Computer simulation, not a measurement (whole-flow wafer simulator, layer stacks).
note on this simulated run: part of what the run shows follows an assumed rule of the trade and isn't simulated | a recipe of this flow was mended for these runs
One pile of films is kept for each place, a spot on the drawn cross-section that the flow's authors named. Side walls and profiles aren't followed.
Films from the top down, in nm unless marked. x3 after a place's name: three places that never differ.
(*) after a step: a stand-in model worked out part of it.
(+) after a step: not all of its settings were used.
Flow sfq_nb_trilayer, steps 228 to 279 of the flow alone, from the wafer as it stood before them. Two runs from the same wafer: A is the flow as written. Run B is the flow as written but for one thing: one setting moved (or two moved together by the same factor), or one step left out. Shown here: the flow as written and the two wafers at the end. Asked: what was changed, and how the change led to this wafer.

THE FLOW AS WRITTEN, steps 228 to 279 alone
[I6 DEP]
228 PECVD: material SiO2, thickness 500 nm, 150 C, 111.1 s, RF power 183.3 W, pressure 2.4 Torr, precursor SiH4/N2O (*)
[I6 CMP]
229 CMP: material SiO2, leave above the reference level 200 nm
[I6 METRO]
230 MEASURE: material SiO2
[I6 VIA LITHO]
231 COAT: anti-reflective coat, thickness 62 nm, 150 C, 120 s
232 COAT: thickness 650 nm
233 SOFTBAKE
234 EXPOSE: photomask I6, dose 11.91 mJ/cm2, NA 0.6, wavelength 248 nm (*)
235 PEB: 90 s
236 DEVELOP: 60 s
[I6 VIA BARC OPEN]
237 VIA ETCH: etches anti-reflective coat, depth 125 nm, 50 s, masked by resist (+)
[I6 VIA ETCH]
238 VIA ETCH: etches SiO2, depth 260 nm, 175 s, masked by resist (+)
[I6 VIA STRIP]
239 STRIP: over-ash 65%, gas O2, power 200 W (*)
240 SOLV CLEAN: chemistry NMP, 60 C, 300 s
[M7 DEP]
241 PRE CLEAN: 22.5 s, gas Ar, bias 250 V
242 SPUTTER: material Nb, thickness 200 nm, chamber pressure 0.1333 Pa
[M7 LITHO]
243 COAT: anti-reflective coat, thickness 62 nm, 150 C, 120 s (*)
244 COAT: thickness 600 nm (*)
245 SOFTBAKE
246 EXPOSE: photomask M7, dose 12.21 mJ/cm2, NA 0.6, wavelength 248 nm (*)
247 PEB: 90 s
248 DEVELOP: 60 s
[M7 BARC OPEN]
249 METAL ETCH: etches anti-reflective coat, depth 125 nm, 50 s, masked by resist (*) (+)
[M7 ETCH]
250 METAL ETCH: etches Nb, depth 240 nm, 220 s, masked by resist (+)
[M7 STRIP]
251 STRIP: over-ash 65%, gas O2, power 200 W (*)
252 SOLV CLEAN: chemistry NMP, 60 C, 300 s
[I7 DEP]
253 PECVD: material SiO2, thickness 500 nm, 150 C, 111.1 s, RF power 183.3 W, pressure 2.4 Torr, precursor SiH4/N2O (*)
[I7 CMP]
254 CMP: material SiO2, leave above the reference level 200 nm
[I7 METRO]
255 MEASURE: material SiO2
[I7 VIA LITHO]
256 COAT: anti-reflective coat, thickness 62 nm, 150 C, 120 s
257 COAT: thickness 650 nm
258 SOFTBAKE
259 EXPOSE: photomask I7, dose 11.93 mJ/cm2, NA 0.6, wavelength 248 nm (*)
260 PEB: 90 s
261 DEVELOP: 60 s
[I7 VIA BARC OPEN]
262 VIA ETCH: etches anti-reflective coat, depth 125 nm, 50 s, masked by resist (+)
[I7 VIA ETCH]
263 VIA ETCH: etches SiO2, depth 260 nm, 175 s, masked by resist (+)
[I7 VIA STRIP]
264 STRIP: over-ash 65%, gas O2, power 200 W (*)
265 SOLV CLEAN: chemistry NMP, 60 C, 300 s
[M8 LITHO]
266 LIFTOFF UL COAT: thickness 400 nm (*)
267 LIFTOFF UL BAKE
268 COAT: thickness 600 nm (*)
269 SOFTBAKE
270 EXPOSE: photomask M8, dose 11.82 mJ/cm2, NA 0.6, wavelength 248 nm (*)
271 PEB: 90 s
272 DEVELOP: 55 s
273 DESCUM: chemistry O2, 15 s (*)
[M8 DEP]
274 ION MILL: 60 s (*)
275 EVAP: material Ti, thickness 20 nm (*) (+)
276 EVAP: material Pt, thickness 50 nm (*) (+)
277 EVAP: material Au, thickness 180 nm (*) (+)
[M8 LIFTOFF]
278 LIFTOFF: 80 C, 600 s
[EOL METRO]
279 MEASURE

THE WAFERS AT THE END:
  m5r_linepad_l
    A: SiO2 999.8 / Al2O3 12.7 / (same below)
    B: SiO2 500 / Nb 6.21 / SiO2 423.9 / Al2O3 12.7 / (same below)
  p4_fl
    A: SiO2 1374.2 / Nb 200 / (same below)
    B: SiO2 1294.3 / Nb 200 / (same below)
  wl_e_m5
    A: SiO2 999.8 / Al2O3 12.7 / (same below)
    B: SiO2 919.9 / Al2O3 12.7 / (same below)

The cause: step 228, PECVD: thickness 228.1 nm was run, where the flow has thickness 500 nm; step 228, PECVD: 50.69 s was run, where the flow has 111.1 s.

How the change led to this, step by step:
  228 PECVD: material SiO2, thickness 500 nm, 150 C, 111.1 s, RF power 183.3 W, pressure 2.4 Torr, precursor SiH4/N2O (*)
      field_l, p4_fl, p4_fm and 62 more: A SiO2 +500 | B SiO2 +228.1
      v_sur, via_wl, via_w and 21 more: A SiO2 +500 (new film) | B SiO2 +228.1 (new film)
      (and at 17 more places)
  229 CMP: material SiO2, leave above the reference level 200 nm
      field_l, p4_fl, p4_fm and 59 more: A SiO2 -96 | B nothing
      moat, field_r, lsp_l, ln_m5, lsp_m: A SiO2 -89.5 | B nothing
      (and at 39 more places)
  231 COAT: anti-reflective coat, thickness 62 nm, 150 C, 120 s
      sp_r, l0_sur, wl_e_sr: A anti-reflective coat +62 (new film) | B anti-reflective coat +50.2 (new film)
      ln_m6, wl_c_m6: A anti-reflective coat +62 (new film) | B anti-reflective coat +37.9 (new film)
      (and at 95 more places)
  232 COAT: thickness 650 nm
      via_w, m8r_pad_l: A KrF-resist-other-grade +650 (new film) | B KrF-resist-other-grade +602.4 (new film)
      via_sp, jj_sur: A KrF-resist-other-grade +650 (new film) | B KrF-resist-other-grade +610.8 (new film)
      (and at 70 more places)
  236 DEVELOP: 60 s
      via_v: A KrF-resist-other-grade -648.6 (all of it) | B KrF-resist-other-grade -600.9 (all of it)
  237 VIA ETCH: etches anti-reflective coat, depth 125 nm, 50 s, masked by resist (+)
      via_v: A anti-reflective coat -62 (all of it), SiO2 -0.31 | B anti-reflective coat -58 (all of it), SiO2 -0.33
  239 STRIP: over-ash 65%, gas O2, power 200 W (*)
      m0r_line_l, m7r_line_l: A KrF-resist-other-grade -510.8 (all of it), anti-reflective coat -62 (all of it) | B KrF-resist-other-grade -572.5 (all of it), anti-reflective coat -34.7 (all of it)
      m0r_space_l, m7r_space_l: A KrF-resist-other-grade -510.8 (all of it), anti-reflective coat -62 (all of it) | B KrF-resist-other-grade -521.7 (all of it), anti-reflective coat -96.5 (all of it)
      (and at 98 more places)
  242 SPUTTER: material Nb, thickness 200 nm, chamber pressure 0.1333 Pa
      lsp_r, l0_sur, l0v: A Nb +200 (new film) | B Nb +191.5 (new film)
      be: A Nb +200 (new film) | B Nb +129.3 (new film)
      (and at 4 more places)
  243 COAT: anti-reflective coat, thickness 62 nm, 150 C, 120 s (*)
      m0r_line_l, m0r_line_r, m7r_line_l, m7r_line_r: A anti-reflective coat +62 (new film) | B anti-reflective coat +32.8 (new film)
      m0r_space_l, m0r_space_r, m7r_space_l, m7r_space_r: A anti-reflective coat +62 (new film) | B anti-reflective coat +94.2 (new film)
      (and at 91 more places)
  244 COAT: thickness 600 nm (*)
      m0r_line_l, m0r_line_r, m7r_line_l, m7r_line_r: A KrF-resist-other-grade +600 (new film) | B KrF-resist-other-grade +661.3 (new film)
      m5r_line_l, m5r_line_r: A KrF-resist-other-grade +600 (new film) | B KrF-resist-other-grade +641.9 (new film)
      (and at 68 more places)
  247 PEB: 90 s
      be: A KrF-resist-other-grade -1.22 | B KrF-resist-other-grade -1.74
  248 DEVELOP: 60 s
      m0r_line_l, m0r_line_r: A KrF-resist-other-grade -598.7 (all of it) | B KrF-resist-other-grade -659.9 (all of it)
      m5r_line_l, m5r_line_r: A KrF-resist-other-grade -598.7 (all of it) | B KrF-resist-other-grade -640.5 (all of it)
      (and at 34 more places)
  249 METAL ETCH: etches anti-reflective coat, depth 125 nm, 50 s, masked by resist (*) (+)
      m5r_linepad_l, m5r_linepad_r, m8r_pad_l, m8r_pad_r: A anti-reflective coat -62 (all of it) | B anti-reflective coat -125
      m0r_space_l, m0r_space_r, m7r_space_l, m7r_space_r: A anti-reflective coat -62 (all of it) | B anti-reflective coat -94.2 (all of it)
      (and at 52 more places)
  250 METAL ETCH: etches Nb, depth 240 nm, 220 s, masked by resist (+)
      m5r_linepad_l, m5r_linepad_r: A Nb -200 (all of it), SiO2 -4 | B anti-reflective coat -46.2 (all of it), Nb -193.8
      m8r_pad_l, m8r_pad_r: A Nb -200 (all of it), SiO2 -4 | B anti-reflective coat -33 (all of it), Nb -200 (all of it), SiO2 -0.7
      (and at 2 more places)
  251 STRIP: over-ash 65%, gas O2, power 200 W (*)
      m7r_line_l, m7r_line_r: A KrF-resist-other-grade -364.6 (all of it), anti-reflective coat -62 (all of it) | B KrF-resist-other-grade -425.8 (all of it), anti-reflective coat -32.8 (all of it)
      v_sur: A KrF-resist-other-grade -360.6 (all of it), anti-reflective coat -64.6 (all of it) | B KrF-resist-other-grade -323.2 (all of it), anti-reflective coat -28.8 (all of it)
      (and at 38 more places)
  253 PECVD: material SiO2, thickness 500 nm, 150 C, 111.1 s, RF power 183.3 W, pressure 2.4 Torr, precursor SiH4/N2O (*)
      m5r_linepad_l, m5r_linepad_r: A SiO2 +500 | B SiO2 +500 (new film)
      wl_c_sl, m6r_space_l, m6r_space_r: A SiO2 +500 | B SiO2 +533
      (and at 3 more places)
  ... 9 more steps ...
  278 LIFTOFF: 80 C, 600 s
      m0r_line_l, m0r_line_r: A Au -180 (all of it), Pt -50 (all of it), Ti -20 (all of it), KrF-resist-other-grade -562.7 (all of it), lift-off-underlayer -400 (all of it) | B Au -180 (all of it), Pt -50 (all of it), Ti -20 (all of it), KrF-resist-other-grade -569.7 (all of it), lift-off-underlayer -422.3 (all of it)
      m0r_space_l, m0r_space_r: A Au -180 (all of it), Pt -50 (all of it), Ti -20 (all of it), KrF-resist-other-grade -562.7 (all of it), lift-off-underlayer -400 (all of it) | B Au -180 (all of it), Pt -50 (all of it), Ti -20 (all of it), KrF-resist-other-grade -564.5 (all of it), lift-off-underlayer -428.7 (all of it)
      (and at 52 more places)
Counting metal films that touch as one body, m5r_linepad_l has 3 bodies (between them, from the top down: SiO2 423.9 / Al2O3 12.7 / Nb2O5 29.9; SiO2 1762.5); the flow as written gives 2 bodies (between them, from the top down: SiO2 1762.5).
